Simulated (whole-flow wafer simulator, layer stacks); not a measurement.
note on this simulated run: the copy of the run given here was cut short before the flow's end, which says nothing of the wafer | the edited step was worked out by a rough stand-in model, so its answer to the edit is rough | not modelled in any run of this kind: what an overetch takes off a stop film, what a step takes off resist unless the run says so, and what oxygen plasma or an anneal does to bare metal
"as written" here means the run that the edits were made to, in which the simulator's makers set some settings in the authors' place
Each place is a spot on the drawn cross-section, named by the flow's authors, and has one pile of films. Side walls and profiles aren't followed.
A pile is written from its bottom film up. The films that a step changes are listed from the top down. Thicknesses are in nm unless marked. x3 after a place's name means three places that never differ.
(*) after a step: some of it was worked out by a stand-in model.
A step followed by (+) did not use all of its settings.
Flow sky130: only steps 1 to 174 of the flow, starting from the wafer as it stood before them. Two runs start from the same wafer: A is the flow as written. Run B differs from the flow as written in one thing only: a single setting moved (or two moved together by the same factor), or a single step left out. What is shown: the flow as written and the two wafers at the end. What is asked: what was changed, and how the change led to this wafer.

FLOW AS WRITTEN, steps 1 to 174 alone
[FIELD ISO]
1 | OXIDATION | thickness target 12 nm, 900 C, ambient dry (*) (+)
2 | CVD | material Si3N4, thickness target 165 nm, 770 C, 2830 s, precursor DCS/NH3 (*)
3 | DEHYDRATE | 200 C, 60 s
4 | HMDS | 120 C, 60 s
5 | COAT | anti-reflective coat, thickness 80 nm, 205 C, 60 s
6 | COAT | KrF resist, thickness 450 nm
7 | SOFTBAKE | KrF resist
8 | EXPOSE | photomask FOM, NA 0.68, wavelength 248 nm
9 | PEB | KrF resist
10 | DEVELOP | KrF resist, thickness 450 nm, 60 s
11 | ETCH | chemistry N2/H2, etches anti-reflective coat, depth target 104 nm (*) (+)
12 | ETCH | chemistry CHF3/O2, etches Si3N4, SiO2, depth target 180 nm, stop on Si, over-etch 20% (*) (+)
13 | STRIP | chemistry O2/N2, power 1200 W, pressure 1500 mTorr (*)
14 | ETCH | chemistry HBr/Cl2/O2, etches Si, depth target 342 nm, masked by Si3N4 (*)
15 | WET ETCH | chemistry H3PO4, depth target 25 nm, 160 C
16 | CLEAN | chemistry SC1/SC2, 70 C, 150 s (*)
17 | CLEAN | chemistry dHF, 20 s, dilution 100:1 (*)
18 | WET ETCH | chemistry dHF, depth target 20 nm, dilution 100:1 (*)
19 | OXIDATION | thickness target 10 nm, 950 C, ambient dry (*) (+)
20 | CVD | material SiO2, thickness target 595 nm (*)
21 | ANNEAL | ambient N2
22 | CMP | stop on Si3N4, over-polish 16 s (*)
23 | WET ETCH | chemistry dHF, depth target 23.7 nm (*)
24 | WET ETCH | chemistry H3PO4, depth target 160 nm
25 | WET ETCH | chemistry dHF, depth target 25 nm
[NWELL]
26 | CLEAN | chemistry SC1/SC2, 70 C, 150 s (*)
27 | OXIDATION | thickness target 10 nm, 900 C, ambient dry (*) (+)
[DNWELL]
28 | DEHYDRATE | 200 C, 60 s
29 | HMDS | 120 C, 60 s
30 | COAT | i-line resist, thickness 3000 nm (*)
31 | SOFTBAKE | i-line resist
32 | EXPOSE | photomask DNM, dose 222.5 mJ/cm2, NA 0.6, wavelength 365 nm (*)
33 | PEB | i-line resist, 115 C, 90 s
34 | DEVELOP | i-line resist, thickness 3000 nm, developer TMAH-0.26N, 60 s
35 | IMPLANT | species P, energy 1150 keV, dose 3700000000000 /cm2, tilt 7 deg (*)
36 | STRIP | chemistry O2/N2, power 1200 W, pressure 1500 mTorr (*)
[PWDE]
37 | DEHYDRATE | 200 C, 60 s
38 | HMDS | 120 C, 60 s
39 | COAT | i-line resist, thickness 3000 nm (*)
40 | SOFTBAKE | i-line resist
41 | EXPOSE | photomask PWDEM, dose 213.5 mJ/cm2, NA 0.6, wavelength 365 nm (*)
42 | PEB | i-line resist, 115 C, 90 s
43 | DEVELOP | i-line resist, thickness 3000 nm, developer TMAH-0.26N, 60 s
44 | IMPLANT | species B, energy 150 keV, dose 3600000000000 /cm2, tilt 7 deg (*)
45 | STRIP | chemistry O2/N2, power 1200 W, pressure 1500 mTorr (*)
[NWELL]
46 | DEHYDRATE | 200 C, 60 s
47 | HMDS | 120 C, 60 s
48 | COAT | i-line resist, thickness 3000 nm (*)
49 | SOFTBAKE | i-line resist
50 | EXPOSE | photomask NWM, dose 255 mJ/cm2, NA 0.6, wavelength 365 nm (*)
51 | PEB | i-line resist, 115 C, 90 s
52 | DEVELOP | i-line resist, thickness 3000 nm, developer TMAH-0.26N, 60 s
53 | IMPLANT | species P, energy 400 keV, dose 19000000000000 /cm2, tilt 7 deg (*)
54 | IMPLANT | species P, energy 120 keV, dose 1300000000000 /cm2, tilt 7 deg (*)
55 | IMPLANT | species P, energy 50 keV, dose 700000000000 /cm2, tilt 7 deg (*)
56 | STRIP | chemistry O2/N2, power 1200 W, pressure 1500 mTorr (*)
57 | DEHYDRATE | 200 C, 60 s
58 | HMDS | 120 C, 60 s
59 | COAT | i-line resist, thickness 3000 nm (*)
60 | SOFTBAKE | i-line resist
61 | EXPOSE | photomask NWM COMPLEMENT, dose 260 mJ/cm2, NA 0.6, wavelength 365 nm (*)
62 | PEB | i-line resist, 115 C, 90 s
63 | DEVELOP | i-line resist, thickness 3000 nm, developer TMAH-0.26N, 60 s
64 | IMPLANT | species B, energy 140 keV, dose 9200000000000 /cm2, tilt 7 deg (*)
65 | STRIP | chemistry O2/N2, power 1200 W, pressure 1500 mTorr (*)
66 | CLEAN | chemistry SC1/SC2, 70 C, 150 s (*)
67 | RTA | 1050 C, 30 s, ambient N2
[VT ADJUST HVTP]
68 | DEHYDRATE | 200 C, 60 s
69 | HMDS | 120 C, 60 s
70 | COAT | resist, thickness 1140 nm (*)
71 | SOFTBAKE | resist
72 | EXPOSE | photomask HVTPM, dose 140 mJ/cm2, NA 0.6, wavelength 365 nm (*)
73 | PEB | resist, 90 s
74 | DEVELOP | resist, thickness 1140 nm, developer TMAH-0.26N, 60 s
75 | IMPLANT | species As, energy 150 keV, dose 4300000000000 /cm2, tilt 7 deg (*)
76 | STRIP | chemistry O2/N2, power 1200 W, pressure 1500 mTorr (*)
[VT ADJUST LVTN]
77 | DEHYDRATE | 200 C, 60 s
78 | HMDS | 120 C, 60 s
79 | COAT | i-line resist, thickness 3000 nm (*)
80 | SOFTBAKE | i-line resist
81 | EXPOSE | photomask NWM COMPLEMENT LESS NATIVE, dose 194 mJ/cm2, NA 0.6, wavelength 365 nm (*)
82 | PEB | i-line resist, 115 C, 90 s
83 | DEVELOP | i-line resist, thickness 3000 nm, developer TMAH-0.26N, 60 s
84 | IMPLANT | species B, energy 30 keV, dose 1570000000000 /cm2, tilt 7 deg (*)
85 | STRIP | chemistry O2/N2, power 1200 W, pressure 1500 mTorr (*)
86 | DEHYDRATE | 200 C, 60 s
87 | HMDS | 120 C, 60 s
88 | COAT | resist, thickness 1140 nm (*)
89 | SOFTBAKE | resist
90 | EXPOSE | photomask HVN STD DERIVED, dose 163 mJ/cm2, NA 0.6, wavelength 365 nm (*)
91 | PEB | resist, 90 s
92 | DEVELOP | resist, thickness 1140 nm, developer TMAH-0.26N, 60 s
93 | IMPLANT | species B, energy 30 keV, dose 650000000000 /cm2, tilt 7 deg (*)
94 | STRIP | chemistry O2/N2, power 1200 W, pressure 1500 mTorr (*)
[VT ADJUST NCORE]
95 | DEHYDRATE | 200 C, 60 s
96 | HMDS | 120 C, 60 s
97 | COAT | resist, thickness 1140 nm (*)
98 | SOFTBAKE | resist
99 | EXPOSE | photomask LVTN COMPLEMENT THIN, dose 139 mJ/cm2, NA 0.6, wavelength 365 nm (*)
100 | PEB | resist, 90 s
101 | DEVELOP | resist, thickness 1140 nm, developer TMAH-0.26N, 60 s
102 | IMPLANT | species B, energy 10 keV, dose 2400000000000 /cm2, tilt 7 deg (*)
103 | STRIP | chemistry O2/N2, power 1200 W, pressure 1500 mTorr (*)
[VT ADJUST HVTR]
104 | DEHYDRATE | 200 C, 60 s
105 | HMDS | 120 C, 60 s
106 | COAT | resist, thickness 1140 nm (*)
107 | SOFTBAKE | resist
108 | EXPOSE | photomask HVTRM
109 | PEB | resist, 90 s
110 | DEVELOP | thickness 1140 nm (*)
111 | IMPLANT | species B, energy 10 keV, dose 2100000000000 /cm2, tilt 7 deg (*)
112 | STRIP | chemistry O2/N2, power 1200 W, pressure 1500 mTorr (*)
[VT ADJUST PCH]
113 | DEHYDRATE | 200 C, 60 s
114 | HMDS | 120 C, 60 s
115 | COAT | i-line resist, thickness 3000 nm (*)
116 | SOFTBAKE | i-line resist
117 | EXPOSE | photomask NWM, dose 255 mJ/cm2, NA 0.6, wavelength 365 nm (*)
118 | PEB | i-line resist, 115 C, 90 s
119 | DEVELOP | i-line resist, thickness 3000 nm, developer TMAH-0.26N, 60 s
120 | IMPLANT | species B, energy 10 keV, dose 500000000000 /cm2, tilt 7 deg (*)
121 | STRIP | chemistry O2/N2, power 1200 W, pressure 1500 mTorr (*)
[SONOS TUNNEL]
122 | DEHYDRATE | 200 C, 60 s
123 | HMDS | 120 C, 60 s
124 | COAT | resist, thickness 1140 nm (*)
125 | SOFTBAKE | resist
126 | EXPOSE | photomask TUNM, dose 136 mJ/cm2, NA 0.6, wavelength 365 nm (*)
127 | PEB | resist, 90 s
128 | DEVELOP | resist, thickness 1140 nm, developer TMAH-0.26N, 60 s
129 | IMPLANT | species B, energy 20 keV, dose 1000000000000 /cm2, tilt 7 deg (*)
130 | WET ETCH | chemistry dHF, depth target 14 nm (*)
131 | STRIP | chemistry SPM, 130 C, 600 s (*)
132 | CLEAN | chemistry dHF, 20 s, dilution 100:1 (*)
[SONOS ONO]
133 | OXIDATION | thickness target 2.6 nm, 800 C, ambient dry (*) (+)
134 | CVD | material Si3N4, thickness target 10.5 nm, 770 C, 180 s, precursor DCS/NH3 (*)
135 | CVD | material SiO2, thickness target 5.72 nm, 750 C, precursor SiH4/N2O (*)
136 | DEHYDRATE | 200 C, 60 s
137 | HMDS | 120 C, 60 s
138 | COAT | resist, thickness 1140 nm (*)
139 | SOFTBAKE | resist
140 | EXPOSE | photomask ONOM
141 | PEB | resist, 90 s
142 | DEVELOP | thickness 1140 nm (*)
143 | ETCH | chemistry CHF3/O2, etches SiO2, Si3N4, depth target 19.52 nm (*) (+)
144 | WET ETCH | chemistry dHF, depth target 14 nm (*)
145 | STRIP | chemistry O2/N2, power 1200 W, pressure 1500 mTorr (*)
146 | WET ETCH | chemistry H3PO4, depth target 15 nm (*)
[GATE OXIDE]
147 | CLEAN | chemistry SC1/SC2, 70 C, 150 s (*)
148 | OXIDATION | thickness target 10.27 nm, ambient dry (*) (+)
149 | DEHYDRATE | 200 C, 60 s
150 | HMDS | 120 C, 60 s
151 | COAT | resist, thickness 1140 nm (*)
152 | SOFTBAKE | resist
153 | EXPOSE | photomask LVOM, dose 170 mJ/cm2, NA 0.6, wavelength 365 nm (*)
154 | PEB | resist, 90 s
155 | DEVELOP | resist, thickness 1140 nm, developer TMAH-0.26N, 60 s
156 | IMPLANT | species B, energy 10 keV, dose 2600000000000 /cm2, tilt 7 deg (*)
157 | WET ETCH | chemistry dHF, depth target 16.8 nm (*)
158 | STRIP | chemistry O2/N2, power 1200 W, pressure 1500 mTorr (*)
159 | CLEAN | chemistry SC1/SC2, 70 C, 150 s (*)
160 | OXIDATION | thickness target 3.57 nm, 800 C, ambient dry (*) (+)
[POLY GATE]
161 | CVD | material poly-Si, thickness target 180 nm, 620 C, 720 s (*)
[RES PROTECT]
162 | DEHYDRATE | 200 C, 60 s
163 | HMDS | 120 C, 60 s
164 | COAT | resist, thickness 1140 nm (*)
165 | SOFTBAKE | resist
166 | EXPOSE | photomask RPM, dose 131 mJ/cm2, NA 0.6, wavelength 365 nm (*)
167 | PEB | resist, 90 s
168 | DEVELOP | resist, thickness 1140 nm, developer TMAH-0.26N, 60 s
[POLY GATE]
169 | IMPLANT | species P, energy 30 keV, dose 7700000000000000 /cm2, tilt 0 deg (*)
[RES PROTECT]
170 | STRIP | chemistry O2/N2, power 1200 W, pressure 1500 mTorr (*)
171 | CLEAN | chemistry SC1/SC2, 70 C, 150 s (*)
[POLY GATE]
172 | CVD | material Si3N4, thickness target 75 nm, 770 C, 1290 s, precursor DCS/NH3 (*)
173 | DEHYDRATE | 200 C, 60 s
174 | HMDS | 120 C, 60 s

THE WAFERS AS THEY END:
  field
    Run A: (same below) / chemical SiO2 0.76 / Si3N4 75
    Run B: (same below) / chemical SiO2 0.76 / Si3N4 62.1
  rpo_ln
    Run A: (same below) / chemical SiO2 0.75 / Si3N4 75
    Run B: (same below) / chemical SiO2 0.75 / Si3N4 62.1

The reason: step 172, CVD: 758 C was run, though the flow has 770 C.

The path from the change to this, step by step:
  172 | CVD | material Si3N4, thickness target 75 nm, 770 C, 1290 s, precursor DCS/NH3 (*)
      field, active, n_well and 187 more: A Si3N4 gains 75 (new film) | B Si3N4 gains 62.1 (new film)
